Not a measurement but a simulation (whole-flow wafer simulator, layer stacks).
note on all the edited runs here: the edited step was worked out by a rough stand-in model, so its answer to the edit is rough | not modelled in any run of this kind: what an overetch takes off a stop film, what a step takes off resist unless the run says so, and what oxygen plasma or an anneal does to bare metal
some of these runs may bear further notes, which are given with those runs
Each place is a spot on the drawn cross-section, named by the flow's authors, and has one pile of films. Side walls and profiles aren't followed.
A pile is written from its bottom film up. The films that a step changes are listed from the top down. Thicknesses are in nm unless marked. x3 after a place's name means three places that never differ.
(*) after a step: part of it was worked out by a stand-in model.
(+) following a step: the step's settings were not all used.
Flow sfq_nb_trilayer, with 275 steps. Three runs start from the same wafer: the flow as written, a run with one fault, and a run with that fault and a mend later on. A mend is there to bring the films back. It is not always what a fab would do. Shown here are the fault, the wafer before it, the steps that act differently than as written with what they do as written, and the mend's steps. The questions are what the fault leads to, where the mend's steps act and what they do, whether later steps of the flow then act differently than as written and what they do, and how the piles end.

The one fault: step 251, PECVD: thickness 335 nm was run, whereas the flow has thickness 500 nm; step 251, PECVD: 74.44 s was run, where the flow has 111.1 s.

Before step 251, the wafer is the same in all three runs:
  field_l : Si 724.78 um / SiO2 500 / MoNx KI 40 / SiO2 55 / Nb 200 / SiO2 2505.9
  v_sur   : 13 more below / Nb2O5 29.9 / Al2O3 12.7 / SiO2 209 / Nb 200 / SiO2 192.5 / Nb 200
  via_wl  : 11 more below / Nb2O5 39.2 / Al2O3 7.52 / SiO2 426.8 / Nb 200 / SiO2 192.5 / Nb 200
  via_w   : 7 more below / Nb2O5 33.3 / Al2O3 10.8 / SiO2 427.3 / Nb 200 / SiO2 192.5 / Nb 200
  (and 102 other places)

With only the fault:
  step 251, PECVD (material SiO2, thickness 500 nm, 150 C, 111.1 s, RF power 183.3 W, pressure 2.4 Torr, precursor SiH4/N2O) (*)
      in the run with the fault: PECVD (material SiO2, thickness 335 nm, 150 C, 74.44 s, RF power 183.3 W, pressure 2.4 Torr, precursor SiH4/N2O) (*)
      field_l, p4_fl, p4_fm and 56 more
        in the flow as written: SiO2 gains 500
        in the run with the fault: SiO2 gains 335
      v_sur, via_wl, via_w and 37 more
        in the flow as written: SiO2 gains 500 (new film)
        in the run with the fault: SiO2 gains 335 (new film)
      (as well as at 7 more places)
  Steps later in the flow that act otherwise than as written (3 other steps are not shown; they differ only slightly, by no more than 2% or 0.5 nm, whichever is larger):
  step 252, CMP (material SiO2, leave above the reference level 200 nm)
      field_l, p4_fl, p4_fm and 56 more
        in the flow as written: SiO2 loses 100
        in the run with the fault: nothing
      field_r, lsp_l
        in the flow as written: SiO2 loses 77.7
        in the run with the fault: nothing
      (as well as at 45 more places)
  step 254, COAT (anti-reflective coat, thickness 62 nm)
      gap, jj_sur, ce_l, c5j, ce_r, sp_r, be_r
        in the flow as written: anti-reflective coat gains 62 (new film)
        in the run with the fault: anti-reflective coat gains 59.1 (new film)
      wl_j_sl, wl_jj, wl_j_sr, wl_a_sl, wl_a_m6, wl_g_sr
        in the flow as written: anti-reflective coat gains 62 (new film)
        in the run with the fault: anti-reflective coat gains 60.4 (new film)
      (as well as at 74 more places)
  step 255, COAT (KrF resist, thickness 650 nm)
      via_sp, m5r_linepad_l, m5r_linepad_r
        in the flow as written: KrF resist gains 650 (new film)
        in the run with the fault: KrF resist gains 636.6 (new film)
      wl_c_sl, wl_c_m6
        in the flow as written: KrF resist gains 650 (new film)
        in the run with the fault: KrF resist gains 668.5 (new film)
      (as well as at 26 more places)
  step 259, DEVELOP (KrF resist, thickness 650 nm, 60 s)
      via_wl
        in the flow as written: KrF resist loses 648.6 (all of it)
        in the run with the fault: KrF resist loses 625.9 (all of it)
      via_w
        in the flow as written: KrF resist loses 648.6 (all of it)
        in the run with the fault: KrF resist loses 629.9 (all of it)
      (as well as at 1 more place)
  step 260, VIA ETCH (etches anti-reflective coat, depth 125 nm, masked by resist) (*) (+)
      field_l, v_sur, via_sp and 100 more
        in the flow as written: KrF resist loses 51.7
        in the run with the fault: KrF resist loses 48.5
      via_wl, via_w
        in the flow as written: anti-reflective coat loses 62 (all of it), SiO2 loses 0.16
        in the run with the fault: anti-reflective coat loses 58.2 (all of it), SiO2 loses 0.15
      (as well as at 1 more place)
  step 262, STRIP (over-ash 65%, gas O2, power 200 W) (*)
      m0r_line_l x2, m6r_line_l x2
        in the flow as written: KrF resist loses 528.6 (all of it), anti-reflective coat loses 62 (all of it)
        in the run with the fault: KrF resist loses 544.2 (all of it), anti-reflective coat loses 63.6 (all of it)
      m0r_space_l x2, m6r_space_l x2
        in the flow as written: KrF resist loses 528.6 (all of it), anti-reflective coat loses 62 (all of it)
        in the run with the fault: KrF resist loses 539 (all of it), anti-reflective coat loses 71.3 (all of it)
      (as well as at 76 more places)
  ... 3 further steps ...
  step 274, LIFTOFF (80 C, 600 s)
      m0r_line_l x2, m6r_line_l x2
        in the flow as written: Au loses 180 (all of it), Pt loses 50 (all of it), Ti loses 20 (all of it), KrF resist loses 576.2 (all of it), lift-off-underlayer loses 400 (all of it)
        in the run with the fault: Au loses 180 (all of it), Pt loses 50 (all of it), Ti loses 20 (all of it), KrF resist loses 581.7 (all of it), lift-off-underlayer loses 415 (all of it)
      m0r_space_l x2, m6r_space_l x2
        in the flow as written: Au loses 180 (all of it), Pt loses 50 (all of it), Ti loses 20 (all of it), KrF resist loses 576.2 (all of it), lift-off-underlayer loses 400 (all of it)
        in the run with the fault: Au loses 180 (all of it), Pt loses 50 (all of it), Ti loses 20 (all of it), KrF resist loses 577.6 (all of it), lift-off-underlayer loses 420.1 (all of it)
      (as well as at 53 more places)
  The piles end different from the flow's at field_l, via_v, field_r and 63 more by more than 2% or 0.5 nm, whichever is larger.
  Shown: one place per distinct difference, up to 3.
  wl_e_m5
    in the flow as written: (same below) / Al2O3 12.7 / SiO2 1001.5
    in the run with the fault: (same below) / Al2O3 12.7 / SiO2 936.5
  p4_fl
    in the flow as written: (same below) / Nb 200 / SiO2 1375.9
    in the run with the fault: (same below) / Nb 200 / SiO2 1310.9
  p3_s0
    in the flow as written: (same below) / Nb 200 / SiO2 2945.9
    in the run with the fault: (same below) / Nb 200 / SiO2 2880.9

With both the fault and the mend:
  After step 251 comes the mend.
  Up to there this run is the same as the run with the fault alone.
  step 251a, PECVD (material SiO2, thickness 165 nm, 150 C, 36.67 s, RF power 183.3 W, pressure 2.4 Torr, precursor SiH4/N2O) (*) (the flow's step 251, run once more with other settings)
      field_l, v_sur, via_wl and 98 more
        SiO2 gains 165
      field_r, lsp_l
        SiO2 gains 158.5
      l0_sur, l0v
        SiO2 gains 161.3
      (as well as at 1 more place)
  Steps later in the flow that act otherwise than as written:
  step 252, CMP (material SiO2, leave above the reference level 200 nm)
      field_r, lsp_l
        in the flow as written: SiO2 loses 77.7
        in the run with the mend: SiO2 loses 79.8
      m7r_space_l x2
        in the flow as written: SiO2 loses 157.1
        in the run with the mend: SiO2 loses 100
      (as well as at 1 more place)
  The piles end the same as the flow's at every place that both follow.
